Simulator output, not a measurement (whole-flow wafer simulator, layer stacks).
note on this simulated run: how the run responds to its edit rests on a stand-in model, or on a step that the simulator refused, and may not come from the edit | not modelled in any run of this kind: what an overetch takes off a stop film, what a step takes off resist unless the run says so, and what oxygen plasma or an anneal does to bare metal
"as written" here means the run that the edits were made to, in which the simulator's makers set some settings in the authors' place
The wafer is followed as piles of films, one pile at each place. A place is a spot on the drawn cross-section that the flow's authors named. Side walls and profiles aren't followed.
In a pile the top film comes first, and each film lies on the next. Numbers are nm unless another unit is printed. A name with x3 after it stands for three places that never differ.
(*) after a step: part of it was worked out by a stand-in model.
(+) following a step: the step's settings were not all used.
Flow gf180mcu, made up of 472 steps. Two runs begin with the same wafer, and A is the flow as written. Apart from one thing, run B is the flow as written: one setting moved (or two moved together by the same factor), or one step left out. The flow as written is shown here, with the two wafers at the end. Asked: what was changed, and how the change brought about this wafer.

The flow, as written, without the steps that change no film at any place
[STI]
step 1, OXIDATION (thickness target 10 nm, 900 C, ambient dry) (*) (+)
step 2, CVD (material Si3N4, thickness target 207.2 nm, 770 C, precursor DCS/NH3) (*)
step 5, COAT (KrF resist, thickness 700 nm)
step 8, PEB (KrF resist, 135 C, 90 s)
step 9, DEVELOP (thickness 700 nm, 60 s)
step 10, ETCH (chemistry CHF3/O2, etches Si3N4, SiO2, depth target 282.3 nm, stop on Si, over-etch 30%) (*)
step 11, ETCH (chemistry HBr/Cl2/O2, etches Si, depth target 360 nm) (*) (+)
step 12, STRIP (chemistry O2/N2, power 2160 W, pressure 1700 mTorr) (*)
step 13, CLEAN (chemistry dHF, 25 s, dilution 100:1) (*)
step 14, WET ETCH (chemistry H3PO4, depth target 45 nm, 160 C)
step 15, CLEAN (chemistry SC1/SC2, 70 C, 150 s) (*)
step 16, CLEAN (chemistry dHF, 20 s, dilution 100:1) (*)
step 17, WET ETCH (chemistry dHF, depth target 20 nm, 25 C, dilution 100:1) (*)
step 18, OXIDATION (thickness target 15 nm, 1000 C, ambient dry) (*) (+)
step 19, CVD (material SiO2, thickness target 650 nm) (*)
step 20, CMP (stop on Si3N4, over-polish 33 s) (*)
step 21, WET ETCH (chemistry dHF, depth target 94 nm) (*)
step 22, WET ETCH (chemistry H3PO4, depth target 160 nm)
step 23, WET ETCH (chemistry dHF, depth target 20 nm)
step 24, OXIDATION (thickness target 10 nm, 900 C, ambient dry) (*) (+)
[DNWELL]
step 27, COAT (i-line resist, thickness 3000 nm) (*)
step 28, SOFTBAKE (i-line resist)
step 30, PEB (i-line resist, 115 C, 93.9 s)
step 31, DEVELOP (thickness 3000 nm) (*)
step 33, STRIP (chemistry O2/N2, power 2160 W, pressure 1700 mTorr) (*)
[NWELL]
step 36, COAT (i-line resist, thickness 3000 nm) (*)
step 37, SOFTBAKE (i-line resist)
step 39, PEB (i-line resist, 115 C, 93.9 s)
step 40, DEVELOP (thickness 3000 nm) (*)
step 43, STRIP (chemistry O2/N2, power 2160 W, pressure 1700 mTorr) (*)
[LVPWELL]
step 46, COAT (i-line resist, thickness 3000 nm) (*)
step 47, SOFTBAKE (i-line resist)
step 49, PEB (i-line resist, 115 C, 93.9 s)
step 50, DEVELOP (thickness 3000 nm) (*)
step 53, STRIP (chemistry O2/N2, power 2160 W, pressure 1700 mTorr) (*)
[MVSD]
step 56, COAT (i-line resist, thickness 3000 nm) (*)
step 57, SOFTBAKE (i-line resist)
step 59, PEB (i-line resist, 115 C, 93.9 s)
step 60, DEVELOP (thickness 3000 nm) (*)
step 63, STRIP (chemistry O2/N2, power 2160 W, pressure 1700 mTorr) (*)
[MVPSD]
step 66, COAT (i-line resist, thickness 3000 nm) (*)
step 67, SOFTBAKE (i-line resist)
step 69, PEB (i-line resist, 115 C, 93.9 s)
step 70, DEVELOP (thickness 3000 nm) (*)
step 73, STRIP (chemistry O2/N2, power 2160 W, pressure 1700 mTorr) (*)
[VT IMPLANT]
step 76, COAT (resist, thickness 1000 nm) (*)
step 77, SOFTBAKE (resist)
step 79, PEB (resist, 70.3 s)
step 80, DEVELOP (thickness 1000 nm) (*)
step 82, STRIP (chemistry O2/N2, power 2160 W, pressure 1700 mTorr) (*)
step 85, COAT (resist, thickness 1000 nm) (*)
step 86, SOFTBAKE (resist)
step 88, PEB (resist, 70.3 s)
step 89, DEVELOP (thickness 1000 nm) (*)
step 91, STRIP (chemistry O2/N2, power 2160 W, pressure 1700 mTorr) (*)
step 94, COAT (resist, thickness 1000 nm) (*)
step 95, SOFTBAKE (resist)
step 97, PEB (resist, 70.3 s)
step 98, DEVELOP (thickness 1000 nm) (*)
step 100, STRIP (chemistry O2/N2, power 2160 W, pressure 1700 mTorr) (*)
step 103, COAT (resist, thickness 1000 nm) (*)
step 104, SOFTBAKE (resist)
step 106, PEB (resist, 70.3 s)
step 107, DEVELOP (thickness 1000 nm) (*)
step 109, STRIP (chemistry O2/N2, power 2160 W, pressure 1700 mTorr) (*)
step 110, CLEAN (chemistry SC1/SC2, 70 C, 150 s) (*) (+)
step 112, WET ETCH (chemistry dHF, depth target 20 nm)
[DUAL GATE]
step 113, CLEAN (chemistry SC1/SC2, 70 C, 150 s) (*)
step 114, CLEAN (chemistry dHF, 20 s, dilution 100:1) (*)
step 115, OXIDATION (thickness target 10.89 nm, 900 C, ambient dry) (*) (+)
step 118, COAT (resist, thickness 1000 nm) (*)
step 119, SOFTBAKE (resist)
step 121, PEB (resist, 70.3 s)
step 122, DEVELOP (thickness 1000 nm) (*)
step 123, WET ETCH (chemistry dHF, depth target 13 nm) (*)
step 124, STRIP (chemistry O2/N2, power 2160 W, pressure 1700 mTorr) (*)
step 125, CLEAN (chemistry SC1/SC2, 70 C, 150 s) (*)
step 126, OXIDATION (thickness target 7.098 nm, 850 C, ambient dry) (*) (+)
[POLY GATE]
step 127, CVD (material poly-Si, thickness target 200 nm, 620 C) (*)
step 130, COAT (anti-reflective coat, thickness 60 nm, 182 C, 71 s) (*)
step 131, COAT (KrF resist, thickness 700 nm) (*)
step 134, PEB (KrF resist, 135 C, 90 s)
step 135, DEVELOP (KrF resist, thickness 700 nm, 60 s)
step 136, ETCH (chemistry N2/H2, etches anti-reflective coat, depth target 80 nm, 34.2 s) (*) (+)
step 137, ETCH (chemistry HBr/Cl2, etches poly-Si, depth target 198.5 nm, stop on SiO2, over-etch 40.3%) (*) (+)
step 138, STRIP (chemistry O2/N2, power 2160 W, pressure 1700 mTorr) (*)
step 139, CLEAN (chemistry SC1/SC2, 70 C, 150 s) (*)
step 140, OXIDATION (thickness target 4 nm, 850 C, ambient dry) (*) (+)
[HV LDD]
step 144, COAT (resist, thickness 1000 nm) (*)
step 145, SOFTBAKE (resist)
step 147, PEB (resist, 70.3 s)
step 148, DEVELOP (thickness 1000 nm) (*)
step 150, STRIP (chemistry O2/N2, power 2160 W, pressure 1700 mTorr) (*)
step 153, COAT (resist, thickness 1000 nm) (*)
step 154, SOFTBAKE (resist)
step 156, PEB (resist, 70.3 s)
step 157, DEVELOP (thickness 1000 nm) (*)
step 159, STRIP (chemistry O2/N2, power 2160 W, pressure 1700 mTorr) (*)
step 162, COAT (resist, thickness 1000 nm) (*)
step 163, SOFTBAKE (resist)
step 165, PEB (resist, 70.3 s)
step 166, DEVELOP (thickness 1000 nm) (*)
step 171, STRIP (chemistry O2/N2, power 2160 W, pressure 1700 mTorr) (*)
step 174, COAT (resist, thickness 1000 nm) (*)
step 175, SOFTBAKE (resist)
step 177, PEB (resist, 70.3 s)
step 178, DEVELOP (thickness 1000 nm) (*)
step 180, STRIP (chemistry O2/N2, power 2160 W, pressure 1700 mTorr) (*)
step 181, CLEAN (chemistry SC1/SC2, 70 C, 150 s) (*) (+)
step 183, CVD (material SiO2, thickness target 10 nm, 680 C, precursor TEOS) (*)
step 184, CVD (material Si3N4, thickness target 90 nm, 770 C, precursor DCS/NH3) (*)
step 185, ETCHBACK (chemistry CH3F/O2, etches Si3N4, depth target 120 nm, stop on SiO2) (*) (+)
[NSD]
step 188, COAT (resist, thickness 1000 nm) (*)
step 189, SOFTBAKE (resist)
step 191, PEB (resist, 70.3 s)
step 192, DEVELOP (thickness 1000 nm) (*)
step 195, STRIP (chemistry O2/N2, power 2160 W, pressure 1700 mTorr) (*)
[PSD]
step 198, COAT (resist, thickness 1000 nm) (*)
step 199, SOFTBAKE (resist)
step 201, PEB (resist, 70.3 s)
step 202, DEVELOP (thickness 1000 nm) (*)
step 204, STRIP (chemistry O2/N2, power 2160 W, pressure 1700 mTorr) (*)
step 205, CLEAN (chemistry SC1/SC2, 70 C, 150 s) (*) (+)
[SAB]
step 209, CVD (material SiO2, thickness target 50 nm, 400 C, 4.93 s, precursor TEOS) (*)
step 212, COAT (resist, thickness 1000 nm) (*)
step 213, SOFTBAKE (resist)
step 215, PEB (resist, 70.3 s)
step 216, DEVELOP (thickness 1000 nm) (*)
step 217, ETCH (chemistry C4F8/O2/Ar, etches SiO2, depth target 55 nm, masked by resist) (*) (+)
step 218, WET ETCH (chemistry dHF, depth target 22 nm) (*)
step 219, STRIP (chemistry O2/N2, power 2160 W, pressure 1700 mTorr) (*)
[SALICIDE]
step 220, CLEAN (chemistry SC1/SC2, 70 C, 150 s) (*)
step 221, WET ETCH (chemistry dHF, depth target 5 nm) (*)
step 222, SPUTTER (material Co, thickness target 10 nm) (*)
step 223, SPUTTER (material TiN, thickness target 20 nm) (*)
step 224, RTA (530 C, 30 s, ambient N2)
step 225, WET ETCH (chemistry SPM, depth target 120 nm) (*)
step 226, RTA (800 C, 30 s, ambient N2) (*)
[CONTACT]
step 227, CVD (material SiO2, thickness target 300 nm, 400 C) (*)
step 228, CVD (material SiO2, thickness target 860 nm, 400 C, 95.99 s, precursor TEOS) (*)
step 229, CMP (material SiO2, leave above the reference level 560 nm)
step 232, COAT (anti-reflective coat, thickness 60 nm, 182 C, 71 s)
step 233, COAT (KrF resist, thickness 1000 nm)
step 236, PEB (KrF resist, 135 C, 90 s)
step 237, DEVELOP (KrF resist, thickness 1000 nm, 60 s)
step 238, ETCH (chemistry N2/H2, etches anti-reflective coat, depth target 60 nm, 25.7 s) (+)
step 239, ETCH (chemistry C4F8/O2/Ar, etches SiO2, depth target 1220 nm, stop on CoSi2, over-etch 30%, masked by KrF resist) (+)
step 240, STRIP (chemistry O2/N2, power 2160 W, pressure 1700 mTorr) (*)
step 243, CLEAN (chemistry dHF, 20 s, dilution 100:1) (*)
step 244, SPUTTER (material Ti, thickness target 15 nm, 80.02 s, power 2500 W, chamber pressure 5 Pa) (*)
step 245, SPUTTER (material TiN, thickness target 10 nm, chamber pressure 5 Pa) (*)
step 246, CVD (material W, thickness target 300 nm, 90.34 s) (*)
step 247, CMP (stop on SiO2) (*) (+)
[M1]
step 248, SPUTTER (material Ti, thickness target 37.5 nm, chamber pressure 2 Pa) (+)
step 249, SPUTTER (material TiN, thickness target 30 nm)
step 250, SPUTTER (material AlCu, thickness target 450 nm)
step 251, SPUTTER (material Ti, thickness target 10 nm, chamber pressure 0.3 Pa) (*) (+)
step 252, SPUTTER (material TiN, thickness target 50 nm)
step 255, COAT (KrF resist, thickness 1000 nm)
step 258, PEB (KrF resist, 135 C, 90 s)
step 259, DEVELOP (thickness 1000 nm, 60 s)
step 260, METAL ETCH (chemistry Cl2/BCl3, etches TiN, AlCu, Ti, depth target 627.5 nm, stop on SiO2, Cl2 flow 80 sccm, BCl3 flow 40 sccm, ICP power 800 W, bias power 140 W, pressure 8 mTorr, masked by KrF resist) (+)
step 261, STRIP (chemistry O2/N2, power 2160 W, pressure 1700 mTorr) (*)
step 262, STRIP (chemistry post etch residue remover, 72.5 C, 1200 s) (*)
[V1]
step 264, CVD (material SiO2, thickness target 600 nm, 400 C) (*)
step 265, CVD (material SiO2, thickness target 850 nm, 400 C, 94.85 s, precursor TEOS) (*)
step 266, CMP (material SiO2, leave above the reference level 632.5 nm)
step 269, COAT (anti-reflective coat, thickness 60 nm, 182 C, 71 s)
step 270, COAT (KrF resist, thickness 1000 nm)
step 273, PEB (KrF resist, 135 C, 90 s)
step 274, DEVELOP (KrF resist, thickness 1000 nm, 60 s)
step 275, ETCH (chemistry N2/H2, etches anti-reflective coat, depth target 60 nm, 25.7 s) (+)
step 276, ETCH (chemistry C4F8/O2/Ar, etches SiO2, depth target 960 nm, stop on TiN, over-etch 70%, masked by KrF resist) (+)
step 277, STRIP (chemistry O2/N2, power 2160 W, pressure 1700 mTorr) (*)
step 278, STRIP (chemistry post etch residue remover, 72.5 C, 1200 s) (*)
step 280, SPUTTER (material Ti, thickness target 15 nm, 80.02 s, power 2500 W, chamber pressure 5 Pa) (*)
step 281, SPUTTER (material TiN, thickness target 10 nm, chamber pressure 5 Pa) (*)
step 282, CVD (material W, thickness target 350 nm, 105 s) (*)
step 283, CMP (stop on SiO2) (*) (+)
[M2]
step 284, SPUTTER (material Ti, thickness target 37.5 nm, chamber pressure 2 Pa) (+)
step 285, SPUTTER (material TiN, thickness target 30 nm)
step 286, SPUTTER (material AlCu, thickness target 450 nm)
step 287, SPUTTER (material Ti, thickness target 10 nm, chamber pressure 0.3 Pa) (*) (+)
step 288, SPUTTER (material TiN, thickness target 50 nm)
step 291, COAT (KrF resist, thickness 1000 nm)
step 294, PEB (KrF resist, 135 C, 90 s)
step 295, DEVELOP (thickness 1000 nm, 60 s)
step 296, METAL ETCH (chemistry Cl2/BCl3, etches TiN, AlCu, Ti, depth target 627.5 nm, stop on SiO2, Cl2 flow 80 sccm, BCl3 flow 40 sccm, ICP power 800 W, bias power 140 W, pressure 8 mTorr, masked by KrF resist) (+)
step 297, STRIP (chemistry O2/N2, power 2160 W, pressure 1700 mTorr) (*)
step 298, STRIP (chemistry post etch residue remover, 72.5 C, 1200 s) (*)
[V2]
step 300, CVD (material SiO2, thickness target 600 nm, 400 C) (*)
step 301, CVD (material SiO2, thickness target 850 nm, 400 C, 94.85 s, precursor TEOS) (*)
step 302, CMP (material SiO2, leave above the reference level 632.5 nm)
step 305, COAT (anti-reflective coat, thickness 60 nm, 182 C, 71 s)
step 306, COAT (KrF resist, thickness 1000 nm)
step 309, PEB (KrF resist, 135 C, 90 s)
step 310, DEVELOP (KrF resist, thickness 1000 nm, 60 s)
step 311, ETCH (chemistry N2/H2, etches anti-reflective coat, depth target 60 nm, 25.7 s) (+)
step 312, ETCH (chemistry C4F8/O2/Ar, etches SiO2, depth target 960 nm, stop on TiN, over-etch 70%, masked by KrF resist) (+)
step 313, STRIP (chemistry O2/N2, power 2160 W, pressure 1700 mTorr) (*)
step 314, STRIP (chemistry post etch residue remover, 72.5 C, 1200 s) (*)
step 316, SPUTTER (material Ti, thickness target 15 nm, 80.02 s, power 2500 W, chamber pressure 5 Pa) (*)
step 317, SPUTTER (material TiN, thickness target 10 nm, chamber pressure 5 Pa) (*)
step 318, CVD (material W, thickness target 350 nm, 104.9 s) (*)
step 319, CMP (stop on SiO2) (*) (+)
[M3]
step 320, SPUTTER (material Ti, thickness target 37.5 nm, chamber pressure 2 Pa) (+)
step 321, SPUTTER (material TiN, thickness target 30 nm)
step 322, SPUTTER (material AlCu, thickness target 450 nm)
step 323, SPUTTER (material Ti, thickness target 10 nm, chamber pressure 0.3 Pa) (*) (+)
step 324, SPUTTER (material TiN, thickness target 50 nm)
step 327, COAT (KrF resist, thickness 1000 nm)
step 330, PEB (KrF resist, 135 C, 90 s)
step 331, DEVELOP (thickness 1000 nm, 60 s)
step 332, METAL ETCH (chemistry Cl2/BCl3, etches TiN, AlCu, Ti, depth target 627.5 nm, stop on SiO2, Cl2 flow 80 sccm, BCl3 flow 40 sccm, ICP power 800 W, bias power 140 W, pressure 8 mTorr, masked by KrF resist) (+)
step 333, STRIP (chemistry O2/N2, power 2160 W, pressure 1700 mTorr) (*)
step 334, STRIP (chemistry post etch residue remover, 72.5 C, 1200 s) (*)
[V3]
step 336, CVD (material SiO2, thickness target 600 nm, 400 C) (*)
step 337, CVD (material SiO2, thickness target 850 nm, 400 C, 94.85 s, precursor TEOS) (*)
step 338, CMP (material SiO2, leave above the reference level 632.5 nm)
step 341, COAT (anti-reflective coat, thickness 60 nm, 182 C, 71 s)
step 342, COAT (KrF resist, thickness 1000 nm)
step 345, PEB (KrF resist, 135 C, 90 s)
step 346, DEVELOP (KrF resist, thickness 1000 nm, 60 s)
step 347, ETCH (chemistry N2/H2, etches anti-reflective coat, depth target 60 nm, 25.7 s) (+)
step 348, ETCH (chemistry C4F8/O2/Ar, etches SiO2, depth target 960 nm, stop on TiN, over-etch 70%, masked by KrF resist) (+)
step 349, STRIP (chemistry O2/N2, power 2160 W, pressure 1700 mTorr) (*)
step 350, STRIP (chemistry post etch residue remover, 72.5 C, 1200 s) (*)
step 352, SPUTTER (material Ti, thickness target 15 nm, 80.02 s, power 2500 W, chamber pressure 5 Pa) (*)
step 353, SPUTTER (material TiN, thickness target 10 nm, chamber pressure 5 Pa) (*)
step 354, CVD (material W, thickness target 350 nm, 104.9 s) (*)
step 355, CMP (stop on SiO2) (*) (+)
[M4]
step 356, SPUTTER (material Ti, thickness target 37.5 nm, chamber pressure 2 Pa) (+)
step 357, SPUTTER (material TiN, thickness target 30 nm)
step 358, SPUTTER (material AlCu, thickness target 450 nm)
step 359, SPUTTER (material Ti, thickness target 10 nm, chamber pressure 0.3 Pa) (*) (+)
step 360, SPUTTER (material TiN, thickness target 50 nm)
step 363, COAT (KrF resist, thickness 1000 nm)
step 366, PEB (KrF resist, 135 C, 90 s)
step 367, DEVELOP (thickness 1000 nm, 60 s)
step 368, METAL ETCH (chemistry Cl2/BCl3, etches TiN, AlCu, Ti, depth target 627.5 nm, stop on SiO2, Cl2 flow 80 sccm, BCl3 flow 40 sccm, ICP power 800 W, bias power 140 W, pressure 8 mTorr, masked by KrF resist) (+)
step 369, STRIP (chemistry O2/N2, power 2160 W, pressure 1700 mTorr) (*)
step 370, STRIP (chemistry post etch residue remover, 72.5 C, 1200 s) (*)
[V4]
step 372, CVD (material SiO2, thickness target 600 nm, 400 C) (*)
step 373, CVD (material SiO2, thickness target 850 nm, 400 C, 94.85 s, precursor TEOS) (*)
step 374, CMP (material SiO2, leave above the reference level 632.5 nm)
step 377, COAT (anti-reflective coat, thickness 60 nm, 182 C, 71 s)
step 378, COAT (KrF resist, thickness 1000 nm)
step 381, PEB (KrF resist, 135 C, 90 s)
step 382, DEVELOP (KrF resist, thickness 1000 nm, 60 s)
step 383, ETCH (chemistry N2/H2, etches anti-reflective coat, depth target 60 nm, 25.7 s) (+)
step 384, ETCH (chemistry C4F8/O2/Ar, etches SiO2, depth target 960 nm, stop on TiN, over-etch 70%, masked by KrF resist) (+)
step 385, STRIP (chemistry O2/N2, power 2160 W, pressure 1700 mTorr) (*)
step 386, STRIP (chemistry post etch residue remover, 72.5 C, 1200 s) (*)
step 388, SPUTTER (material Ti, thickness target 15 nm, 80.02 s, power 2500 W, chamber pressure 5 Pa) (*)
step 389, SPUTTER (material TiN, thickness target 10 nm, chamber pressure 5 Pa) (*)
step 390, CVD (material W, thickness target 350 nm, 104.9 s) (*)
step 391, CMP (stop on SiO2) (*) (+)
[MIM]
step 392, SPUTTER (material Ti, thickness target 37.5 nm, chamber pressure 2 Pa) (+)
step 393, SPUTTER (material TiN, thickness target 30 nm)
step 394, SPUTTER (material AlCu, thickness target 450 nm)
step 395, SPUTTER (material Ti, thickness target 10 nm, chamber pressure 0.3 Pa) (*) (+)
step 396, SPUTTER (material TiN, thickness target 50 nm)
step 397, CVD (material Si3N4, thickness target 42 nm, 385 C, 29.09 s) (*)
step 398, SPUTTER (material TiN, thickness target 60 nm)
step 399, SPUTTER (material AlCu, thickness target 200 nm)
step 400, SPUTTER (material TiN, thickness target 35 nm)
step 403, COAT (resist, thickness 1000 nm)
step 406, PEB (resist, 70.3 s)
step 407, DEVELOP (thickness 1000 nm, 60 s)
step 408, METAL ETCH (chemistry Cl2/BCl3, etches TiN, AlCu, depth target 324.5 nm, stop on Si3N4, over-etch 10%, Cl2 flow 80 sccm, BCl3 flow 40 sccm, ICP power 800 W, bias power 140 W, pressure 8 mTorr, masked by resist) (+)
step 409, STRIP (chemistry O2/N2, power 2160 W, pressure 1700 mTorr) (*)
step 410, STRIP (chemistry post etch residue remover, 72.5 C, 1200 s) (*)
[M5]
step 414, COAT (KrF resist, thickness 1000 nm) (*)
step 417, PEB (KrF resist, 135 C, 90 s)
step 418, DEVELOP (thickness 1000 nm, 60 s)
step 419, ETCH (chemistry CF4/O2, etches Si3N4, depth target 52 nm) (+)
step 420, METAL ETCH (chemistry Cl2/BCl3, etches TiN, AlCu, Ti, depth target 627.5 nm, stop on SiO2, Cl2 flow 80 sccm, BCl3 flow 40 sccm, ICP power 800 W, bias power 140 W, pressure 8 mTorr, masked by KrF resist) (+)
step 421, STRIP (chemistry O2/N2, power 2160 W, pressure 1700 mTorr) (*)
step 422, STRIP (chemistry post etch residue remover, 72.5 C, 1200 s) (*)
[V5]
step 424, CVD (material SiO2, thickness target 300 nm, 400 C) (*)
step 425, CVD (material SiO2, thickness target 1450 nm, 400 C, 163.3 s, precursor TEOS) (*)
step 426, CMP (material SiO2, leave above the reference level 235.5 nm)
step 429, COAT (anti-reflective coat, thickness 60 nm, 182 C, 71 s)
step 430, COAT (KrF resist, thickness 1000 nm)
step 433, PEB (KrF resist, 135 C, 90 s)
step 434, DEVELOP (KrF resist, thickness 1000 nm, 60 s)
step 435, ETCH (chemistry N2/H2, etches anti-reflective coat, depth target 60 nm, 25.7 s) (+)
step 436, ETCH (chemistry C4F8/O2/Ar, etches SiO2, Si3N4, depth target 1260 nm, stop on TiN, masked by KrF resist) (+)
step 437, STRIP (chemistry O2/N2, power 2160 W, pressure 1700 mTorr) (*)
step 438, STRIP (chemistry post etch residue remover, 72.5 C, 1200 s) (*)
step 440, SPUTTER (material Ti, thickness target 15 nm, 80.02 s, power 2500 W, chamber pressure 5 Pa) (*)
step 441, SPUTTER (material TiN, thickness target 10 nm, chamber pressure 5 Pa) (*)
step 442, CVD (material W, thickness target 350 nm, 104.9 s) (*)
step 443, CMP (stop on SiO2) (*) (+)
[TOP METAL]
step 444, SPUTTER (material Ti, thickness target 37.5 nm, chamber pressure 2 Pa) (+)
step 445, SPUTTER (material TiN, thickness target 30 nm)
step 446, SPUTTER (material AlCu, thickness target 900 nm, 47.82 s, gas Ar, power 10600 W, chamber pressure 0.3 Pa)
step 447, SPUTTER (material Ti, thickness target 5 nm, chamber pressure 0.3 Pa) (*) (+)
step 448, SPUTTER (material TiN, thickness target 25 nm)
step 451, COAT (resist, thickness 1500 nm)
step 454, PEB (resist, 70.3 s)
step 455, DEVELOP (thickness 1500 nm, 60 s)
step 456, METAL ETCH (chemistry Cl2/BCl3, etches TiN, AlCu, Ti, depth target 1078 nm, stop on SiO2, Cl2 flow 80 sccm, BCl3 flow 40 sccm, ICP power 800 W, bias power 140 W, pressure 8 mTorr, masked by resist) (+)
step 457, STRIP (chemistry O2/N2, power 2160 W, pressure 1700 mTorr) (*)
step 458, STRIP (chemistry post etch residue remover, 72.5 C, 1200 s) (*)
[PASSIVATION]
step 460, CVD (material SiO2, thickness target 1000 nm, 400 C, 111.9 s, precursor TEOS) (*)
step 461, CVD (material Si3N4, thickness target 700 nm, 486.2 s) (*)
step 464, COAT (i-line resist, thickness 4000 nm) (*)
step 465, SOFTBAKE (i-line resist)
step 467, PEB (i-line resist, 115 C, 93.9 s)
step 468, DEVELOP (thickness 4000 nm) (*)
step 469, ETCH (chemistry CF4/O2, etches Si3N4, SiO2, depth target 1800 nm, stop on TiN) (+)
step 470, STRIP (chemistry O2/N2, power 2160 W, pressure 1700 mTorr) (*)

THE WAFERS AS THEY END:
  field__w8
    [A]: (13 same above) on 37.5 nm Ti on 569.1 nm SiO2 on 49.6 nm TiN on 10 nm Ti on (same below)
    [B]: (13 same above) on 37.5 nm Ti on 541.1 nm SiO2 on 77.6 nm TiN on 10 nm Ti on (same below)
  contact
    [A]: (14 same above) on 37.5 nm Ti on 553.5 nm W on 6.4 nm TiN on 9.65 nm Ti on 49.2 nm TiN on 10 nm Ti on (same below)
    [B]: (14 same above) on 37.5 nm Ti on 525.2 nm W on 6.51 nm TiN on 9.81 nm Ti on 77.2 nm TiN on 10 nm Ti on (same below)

The reason: step 360, SPUTTER: thickness target 78 nm was run, whereas the flow has thickness target 50 nm.

The path from the change to this, step by step:
  step 360, SPUTTER (material TiN, thickness target 50 nm)
      field, field__w1, field__w2 and 108 more: A +50 TiN (new film) | B +78 TiN (new film)
  step 368, METAL ETCH (chemistry Cl2/BCl3, etches TiN, AlCu, Ti, depth target 627.5 nm, stop on SiO2, Cl2 flow 80 sccm, BCl3 flow 40 sccm, ICP power 800 W, bias power 140 W, pressure 8 mTorr, masked by KrF resist) (+)
      field, field__w1, field__w2 and 103 more: A -50 TiN (all of it), -10 Ti (all of it), -450 AlCu (all of it), -30 TiN (all of it), -37.5 Ti (all of it) | B -78 TiN (all of it), -10 Ti (all of it), -450 AlCu (all of it), -30 TiN (all of it), -37.5 Ti (all of it)
  step 374, CMP (material SiO2, leave above the reference level 632.5 nm)
      field__w8, contact, m1, m1__w1, m1_nw: A -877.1 SiO2 | B -905.1 SiO2
  step 384, ETCH (chemistry C4F8/O2/Ar, etches SiO2, depth target 960 nm, stop on TiN, over-etch 70%, masked by KrF resist) (+)
      field, field__w1, field__w2 and 107 more: A -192 KrF resist | B -185.1 KrF resist
      contact: A -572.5 SiO2 (all of it) | B -544.5 SiO2 (all of it)
  step 390, CVD (material W, thickness target 350 nm, 104.9 s) (*)
      contact: A +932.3 W (new film) | B +904 W (new film)
